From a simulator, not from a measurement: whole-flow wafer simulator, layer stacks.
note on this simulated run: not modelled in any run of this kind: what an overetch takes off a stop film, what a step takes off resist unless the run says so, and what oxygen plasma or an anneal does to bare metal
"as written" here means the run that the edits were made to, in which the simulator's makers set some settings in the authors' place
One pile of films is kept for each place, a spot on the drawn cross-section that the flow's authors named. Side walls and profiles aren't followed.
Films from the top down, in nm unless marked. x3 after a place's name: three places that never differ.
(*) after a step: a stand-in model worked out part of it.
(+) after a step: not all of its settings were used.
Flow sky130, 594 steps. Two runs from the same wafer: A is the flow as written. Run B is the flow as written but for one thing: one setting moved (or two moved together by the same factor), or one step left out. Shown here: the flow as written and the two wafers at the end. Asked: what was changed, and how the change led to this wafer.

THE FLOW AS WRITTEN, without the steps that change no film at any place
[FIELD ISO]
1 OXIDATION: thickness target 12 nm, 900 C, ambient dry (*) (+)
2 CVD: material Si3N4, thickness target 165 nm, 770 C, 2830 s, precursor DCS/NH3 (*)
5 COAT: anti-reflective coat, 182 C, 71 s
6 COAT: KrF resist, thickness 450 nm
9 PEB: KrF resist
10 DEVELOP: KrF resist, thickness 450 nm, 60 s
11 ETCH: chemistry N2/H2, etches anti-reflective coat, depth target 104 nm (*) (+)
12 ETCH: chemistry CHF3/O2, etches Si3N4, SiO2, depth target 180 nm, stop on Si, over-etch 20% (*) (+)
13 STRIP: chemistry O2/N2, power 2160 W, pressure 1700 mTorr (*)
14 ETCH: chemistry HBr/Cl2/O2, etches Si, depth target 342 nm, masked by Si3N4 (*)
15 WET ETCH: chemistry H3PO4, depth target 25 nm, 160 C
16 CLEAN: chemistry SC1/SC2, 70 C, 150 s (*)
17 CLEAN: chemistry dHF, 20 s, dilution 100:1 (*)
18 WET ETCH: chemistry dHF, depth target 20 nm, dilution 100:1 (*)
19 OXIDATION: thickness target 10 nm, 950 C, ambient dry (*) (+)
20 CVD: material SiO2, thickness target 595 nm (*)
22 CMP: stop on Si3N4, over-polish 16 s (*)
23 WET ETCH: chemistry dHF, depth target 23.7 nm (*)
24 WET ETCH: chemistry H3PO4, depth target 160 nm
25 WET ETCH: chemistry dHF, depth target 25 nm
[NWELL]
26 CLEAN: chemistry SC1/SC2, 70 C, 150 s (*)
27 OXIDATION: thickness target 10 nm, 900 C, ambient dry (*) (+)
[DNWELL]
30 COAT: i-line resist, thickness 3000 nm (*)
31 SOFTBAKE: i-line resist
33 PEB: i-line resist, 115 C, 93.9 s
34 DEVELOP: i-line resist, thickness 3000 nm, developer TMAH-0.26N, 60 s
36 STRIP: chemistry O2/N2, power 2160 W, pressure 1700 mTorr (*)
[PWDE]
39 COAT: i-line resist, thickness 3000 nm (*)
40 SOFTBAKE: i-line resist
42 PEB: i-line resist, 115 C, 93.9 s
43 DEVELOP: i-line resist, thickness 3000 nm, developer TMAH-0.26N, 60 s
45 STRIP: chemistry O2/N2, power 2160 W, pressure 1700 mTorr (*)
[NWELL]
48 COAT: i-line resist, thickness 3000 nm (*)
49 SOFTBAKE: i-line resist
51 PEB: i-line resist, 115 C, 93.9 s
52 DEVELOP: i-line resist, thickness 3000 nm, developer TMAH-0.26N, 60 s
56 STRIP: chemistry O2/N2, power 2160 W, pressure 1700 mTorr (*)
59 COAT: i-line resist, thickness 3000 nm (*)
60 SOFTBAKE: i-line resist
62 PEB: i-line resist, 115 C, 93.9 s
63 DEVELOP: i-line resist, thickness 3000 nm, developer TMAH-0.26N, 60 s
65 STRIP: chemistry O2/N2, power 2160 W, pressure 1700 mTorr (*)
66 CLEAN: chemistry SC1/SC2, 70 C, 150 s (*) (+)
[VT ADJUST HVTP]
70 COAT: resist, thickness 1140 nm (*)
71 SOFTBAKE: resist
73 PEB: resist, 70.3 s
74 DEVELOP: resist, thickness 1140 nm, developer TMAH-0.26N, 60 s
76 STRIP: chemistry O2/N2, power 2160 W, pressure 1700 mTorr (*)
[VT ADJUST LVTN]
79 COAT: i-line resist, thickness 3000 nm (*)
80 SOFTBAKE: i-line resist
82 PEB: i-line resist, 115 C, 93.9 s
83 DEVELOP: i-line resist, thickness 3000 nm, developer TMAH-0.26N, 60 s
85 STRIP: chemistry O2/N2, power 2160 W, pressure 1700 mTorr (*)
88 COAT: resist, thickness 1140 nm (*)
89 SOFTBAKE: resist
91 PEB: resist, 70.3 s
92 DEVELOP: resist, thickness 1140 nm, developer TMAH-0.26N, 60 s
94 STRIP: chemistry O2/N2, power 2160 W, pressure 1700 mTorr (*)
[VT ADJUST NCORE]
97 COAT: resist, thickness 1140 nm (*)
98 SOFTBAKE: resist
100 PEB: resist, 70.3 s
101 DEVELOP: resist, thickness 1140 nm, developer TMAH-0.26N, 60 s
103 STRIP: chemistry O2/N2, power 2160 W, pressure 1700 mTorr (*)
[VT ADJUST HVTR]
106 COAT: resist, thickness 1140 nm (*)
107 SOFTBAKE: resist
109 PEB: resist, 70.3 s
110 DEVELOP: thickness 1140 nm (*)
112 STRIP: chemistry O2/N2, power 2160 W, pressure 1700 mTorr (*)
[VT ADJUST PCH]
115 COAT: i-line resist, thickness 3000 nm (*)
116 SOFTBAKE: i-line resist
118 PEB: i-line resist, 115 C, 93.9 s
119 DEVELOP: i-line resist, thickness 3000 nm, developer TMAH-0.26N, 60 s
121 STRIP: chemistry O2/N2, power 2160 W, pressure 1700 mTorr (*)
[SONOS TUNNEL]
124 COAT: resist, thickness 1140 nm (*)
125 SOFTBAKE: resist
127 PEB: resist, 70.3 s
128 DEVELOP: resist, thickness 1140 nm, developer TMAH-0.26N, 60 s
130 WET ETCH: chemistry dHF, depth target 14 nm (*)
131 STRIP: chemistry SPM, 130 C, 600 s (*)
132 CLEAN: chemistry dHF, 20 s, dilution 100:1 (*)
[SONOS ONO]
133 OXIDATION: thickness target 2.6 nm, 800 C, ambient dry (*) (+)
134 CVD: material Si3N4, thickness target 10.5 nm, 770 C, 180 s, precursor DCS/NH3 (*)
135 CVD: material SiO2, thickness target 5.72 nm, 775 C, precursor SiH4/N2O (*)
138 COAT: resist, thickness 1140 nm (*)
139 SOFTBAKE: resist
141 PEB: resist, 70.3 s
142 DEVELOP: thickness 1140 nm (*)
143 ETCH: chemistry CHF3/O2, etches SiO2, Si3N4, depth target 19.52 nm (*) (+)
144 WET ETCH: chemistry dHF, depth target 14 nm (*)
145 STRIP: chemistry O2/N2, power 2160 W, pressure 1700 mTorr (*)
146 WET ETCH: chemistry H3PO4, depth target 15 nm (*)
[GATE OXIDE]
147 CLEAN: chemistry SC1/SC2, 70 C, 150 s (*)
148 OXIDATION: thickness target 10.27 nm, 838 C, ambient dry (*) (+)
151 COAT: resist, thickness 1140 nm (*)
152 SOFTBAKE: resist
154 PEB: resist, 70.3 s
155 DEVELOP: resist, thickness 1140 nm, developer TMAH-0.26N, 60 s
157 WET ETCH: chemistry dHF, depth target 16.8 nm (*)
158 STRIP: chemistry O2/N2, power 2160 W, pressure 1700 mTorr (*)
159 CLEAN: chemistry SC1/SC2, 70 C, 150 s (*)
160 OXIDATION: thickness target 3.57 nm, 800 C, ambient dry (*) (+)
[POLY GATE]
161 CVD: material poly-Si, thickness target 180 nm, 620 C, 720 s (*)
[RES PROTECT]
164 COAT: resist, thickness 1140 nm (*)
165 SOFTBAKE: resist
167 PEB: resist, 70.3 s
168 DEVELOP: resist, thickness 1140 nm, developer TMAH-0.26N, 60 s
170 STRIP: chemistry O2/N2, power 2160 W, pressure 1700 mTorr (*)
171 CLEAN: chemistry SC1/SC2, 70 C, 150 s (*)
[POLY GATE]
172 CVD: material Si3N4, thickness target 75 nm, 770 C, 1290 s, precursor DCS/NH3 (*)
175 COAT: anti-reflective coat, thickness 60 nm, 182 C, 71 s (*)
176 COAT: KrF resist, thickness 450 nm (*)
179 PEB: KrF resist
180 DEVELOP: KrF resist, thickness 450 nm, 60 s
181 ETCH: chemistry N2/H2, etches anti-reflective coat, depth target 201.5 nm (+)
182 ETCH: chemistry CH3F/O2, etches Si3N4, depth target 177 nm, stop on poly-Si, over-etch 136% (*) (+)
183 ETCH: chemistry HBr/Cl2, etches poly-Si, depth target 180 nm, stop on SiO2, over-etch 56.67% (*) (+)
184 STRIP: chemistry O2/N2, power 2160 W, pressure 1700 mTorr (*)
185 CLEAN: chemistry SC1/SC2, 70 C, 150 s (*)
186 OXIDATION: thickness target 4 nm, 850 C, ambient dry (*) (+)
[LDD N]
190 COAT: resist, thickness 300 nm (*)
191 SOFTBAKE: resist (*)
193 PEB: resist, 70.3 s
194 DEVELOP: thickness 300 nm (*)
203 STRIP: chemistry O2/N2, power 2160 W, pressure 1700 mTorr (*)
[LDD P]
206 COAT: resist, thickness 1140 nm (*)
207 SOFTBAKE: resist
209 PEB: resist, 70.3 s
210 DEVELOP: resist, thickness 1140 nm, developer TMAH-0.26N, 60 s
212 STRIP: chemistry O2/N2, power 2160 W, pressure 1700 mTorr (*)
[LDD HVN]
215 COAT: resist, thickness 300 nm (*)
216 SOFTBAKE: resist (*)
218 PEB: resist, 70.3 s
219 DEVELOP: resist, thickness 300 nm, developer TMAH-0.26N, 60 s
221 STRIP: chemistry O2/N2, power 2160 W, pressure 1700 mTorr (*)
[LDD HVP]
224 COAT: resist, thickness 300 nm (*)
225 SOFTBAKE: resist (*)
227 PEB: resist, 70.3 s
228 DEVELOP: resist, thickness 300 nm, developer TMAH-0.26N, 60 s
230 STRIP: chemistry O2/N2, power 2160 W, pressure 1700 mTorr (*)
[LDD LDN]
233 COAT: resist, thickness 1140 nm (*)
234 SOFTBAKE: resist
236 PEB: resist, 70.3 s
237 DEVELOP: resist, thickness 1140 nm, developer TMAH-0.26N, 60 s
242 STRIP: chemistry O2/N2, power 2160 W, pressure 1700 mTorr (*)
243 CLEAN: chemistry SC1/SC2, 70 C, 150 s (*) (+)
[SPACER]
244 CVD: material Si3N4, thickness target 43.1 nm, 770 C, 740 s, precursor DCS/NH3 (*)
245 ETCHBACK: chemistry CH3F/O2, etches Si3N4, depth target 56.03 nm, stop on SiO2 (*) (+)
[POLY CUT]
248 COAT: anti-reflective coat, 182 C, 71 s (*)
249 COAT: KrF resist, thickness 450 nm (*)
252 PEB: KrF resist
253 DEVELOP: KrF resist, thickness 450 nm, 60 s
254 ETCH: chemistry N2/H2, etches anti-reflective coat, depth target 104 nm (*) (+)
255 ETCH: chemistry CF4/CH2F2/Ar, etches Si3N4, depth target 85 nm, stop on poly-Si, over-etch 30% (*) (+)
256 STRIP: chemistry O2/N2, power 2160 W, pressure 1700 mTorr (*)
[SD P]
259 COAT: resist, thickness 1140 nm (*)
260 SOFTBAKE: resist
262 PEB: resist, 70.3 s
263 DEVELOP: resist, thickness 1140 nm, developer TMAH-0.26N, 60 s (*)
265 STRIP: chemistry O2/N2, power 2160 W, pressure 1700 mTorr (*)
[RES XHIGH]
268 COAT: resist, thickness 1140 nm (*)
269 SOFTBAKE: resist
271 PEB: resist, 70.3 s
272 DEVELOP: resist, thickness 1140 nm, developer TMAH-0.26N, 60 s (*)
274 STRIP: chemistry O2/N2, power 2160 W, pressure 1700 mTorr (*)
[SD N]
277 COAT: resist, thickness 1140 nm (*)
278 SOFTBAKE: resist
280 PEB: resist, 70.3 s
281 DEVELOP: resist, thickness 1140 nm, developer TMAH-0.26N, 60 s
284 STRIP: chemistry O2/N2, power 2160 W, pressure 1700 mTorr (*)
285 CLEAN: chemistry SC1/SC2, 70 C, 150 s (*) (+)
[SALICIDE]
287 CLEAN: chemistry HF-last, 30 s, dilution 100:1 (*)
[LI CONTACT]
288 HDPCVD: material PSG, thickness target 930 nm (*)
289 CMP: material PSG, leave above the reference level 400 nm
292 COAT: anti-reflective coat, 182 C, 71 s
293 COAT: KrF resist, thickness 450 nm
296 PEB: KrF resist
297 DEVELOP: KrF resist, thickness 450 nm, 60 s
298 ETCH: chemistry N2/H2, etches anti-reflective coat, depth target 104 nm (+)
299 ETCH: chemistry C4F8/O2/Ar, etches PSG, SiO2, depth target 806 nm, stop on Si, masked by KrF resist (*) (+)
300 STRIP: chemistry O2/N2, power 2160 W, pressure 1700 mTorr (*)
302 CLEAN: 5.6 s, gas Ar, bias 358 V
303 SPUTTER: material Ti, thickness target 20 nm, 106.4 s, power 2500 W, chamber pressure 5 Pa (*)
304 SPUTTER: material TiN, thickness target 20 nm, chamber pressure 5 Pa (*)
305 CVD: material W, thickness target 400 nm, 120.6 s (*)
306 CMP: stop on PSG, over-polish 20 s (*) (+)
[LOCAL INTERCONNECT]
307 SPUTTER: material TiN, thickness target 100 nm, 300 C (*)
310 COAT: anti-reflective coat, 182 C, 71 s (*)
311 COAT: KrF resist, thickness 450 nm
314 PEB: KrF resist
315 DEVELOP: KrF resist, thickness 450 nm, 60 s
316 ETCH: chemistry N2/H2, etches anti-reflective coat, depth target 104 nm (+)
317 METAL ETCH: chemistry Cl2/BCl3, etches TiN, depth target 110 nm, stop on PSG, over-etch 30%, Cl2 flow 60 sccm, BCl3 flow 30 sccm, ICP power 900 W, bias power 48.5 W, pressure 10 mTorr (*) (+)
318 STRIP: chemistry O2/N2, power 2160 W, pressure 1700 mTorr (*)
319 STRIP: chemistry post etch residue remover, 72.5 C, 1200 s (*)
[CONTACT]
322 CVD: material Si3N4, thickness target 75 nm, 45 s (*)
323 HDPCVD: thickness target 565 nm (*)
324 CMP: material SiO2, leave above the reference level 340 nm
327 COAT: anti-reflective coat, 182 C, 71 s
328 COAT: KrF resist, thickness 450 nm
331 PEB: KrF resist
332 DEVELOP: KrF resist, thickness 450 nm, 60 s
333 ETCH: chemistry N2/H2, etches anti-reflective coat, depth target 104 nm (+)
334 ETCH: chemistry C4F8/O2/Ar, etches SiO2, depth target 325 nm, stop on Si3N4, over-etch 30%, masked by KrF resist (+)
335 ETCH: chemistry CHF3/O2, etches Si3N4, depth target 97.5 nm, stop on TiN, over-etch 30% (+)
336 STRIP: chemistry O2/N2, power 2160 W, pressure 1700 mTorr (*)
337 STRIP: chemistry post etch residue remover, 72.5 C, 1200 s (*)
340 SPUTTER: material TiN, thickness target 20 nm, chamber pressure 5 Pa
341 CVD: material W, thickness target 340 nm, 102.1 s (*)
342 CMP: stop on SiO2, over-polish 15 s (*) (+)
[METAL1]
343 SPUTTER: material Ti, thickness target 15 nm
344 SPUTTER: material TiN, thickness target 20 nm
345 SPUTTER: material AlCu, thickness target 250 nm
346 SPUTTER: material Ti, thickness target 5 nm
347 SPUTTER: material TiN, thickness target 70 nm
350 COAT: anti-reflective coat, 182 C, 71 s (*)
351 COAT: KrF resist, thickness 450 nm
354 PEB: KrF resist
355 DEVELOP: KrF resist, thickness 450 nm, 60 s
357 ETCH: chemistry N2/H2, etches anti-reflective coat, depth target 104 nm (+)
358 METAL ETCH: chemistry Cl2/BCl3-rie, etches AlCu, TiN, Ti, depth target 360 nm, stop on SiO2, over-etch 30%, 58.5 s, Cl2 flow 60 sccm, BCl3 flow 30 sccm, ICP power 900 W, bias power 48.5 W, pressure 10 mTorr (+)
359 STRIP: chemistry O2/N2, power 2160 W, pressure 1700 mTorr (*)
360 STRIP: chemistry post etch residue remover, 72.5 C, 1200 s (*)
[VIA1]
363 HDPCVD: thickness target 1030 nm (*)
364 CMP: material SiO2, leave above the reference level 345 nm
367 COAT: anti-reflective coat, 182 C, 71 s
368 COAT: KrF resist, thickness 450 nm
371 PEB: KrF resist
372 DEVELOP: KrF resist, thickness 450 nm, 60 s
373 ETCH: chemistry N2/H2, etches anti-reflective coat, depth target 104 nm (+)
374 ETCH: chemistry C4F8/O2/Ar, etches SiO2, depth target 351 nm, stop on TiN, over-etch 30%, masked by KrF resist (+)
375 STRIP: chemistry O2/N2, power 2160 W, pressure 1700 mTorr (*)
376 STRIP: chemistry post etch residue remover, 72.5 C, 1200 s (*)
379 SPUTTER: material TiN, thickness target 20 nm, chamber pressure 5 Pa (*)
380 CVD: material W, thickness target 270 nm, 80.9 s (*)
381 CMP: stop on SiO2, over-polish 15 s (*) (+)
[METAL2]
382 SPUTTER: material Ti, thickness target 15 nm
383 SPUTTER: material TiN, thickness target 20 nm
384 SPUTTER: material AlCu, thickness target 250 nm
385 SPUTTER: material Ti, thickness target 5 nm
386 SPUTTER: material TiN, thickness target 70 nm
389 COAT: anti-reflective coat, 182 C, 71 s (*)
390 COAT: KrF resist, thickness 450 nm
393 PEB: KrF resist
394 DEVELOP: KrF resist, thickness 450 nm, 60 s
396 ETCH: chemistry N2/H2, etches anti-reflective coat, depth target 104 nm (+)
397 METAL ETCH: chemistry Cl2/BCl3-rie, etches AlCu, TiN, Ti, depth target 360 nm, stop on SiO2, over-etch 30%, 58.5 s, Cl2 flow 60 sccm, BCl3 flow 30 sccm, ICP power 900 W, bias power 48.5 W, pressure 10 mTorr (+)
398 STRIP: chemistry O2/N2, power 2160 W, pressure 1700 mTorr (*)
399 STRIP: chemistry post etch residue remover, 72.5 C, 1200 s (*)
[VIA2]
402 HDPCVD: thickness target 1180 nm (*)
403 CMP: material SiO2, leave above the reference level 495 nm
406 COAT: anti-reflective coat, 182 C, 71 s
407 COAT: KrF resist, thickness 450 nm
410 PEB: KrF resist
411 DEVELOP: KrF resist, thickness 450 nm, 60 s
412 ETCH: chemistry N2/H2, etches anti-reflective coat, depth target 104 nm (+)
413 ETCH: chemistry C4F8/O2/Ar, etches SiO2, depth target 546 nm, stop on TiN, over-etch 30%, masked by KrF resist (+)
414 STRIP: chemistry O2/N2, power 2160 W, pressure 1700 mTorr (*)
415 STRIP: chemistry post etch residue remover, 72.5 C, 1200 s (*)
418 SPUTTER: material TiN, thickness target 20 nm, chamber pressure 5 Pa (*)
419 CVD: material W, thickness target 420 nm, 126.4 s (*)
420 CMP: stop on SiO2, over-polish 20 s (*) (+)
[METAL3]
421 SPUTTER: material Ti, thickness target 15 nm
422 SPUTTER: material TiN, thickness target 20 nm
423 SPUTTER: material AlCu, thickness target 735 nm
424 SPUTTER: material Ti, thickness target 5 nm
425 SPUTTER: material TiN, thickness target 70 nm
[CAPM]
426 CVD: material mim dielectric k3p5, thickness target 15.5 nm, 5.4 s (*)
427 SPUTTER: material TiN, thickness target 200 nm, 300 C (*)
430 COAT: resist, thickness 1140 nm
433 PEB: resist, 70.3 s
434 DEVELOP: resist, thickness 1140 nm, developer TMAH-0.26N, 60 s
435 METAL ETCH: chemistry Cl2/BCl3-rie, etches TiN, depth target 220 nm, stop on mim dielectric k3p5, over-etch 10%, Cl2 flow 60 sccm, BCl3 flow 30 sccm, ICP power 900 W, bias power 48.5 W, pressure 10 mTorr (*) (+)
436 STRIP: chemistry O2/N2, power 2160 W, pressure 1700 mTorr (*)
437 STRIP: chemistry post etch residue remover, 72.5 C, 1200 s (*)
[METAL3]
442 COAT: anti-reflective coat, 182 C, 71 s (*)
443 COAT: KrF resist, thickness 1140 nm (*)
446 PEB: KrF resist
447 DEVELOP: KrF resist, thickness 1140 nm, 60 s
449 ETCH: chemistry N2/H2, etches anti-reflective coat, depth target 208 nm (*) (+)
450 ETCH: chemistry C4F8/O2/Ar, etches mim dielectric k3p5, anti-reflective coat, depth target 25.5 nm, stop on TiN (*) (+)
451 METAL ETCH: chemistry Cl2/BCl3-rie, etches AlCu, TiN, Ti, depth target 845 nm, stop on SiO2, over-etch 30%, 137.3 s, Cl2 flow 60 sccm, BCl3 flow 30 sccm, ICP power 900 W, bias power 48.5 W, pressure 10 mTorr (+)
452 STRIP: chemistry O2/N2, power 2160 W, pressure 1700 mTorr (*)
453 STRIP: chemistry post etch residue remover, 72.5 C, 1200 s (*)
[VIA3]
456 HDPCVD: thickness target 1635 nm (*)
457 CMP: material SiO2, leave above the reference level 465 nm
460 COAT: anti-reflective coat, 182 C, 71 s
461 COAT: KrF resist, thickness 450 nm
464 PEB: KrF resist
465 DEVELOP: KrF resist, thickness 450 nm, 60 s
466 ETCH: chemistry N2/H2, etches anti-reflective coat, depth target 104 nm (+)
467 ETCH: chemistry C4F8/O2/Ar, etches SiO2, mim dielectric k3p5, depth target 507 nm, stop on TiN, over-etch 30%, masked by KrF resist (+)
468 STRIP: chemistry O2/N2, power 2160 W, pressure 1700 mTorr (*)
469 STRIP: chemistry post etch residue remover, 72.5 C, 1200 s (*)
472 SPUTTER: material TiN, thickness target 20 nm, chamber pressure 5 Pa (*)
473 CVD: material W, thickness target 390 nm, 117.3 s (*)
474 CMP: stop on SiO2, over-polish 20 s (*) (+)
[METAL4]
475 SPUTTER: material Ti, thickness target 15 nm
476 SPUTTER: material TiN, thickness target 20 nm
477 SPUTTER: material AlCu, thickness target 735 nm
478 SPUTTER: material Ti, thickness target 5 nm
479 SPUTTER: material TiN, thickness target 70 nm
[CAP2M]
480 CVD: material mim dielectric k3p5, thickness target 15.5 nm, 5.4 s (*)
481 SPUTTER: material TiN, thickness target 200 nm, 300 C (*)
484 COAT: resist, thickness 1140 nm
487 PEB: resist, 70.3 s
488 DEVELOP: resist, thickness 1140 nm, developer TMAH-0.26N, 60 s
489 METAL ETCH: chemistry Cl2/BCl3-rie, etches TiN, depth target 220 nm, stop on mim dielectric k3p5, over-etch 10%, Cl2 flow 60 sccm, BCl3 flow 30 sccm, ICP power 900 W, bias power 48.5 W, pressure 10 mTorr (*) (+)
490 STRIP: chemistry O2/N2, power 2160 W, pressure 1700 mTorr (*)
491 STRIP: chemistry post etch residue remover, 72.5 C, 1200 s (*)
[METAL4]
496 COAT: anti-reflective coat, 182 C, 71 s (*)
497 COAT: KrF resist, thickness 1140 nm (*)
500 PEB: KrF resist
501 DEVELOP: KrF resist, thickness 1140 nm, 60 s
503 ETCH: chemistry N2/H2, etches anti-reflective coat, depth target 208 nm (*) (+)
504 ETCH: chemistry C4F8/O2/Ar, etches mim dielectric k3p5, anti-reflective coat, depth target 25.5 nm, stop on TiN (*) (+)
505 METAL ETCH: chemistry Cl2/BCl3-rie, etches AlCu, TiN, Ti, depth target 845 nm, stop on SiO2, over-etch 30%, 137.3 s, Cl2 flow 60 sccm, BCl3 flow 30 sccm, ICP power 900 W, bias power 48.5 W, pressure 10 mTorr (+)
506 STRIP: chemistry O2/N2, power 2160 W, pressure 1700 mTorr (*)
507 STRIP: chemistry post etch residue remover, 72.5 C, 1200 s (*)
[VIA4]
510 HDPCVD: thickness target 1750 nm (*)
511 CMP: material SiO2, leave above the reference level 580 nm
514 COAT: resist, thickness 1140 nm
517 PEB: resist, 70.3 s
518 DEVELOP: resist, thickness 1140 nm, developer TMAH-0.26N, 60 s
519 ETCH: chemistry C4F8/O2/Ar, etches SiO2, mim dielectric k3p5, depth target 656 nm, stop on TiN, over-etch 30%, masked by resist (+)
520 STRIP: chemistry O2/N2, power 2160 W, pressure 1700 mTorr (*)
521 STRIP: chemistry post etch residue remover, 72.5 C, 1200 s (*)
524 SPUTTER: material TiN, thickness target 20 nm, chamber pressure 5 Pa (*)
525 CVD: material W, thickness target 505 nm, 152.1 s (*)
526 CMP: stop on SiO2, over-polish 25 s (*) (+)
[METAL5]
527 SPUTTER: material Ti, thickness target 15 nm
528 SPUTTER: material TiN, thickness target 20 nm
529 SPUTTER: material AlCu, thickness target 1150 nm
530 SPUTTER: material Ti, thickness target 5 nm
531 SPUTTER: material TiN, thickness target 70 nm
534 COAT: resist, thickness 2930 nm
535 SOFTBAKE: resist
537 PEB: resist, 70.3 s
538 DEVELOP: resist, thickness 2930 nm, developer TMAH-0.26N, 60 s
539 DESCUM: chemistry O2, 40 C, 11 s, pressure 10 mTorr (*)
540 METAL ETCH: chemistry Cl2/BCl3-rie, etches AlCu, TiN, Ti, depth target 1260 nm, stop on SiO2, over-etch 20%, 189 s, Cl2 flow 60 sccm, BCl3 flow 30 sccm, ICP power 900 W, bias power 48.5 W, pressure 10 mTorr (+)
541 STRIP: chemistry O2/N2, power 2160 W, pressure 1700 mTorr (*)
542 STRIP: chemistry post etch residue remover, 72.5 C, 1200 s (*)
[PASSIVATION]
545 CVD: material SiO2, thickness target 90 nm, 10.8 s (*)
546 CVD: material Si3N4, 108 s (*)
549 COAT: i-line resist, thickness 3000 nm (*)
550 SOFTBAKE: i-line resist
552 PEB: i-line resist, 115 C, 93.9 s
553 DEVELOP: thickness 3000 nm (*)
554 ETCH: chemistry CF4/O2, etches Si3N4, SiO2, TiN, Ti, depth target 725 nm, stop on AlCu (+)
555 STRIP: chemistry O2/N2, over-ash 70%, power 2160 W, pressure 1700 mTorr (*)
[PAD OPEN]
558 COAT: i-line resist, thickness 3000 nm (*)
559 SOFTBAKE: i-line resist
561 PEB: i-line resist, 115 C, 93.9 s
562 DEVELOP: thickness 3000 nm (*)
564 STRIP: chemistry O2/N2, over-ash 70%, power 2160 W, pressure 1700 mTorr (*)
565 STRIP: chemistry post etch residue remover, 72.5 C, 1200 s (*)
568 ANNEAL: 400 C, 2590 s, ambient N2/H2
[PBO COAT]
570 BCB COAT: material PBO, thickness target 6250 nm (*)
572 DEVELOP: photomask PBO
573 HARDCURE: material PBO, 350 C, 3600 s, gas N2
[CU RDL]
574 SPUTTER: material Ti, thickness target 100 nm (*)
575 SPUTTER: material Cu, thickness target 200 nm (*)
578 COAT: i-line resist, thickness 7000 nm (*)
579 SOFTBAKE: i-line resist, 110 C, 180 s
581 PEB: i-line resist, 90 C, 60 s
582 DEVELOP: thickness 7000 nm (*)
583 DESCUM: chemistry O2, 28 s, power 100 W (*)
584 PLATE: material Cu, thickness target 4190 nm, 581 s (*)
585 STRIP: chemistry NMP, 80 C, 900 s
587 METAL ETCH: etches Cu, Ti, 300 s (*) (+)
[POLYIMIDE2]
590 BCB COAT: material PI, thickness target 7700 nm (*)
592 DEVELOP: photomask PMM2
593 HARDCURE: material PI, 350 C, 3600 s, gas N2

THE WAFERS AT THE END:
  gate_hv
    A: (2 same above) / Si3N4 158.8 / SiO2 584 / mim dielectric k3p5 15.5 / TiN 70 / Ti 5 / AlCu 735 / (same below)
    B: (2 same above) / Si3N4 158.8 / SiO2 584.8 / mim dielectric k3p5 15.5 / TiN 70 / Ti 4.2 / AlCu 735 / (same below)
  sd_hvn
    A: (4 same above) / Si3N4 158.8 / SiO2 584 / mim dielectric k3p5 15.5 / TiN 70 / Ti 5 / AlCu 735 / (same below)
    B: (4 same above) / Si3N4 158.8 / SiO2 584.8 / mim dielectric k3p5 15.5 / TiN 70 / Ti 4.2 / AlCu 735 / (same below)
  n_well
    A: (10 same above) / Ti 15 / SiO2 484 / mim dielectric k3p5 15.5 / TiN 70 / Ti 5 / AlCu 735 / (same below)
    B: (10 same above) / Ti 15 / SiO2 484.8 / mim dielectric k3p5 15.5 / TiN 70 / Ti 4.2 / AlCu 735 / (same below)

The cause: step 478, SPUTTER: thickness target 4.2 nm was run, where the flow has thickness target 5 nm.
It can be read off the wafer: gate_hv has Ti 4.2, and step 478 as written asks for 5 nm.

How the change led to this, step by step:
  478 SPUTTER: material Ti, thickness target 5 nm
      field, active, n_well and 189 more: A Ti +5 (new film) | B Ti +4.2 (new film)
  505 METAL ETCH: chemistry Cl2/BCl3-rie, etches AlCu, TiN, Ti, depth target 845 nm, stop on SiO2, over-etch 30%, 137.3 s, Cl2 flow 60 sccm, BCl3 flow 30 sccm, ICP power 900 W, bias power 48.5 W, pressure 10 mTorr (+)
      field, gate, spacer and 68 more: A TiN -70 (all of it), Ti -5 (all of it), AlCu -735 (all of it), TiN -20 (all of it), Ti -15 (all of it), SiO2 -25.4 | B TiN -70 (all of it), Ti -4.2 (all of it), AlCu -735 (all of it), TiN -20 (all of it), Ti -15 (all of it), SiO2 -25.4
      active, vpp_iso1, mim_edge_plate and 14 more: A TiN -70 (all of it), Ti -5 (all of it), AlCu -735 (all of it), TiN -20 (all of it), Ti -15 (all of it), SiO2 -25.3 | B TiN -70 (all of it), Ti -4.2 (all of it), AlCu -735 (all of it), TiN -20 (all of it), Ti -15 (all of it), SiO2 -25.4
